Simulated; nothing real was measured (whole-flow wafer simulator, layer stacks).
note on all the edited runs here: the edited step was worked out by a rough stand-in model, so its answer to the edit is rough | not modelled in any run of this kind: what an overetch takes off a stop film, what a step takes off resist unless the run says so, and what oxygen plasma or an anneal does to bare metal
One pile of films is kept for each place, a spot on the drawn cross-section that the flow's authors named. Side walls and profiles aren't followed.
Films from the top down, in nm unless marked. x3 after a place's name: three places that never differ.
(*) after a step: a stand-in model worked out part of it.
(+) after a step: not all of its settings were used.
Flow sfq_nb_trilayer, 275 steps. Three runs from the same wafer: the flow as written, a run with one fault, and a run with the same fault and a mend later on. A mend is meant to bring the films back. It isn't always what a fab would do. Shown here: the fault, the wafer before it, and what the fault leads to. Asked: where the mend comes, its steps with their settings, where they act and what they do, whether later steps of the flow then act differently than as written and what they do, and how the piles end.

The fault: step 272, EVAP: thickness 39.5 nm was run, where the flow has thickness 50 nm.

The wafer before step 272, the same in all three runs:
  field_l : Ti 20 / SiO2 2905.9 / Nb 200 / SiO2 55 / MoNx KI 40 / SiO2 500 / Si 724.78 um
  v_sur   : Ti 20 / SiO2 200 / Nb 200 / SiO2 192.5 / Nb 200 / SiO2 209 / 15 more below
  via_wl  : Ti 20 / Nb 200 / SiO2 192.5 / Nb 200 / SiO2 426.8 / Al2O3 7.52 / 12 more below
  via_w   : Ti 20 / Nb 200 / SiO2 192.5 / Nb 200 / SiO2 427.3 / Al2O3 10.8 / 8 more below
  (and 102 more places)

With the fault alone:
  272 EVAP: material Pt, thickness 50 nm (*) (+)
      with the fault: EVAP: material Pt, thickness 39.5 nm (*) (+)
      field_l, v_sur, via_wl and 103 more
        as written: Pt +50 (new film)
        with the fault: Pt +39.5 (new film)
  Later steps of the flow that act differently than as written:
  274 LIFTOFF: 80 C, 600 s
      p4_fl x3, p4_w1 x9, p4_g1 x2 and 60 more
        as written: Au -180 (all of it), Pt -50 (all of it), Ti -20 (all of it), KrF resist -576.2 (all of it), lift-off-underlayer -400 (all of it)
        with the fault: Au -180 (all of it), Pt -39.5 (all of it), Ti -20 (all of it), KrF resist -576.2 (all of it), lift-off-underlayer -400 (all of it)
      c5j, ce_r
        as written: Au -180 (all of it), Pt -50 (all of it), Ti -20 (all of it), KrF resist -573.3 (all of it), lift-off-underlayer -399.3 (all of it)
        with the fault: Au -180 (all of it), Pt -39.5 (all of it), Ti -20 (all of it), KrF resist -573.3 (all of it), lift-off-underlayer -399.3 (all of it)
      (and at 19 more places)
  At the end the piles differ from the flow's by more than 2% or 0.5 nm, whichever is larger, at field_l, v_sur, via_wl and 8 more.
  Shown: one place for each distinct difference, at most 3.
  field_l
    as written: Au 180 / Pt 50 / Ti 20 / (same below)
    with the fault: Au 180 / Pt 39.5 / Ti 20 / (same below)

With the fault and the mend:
  The mend comes after step 272.
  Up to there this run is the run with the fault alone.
  272a EVAP: material Pt, thickness 10.5 nm (*) (+) (the flow's step 272 once more, with other settings)
      field_l, v_sur, via_wl and 103 more
        Pt +10.5
  No later step of the flow acts differently than as written at any place that is followed.
  At the end the piles are the same as the flow's at every place that both follow.
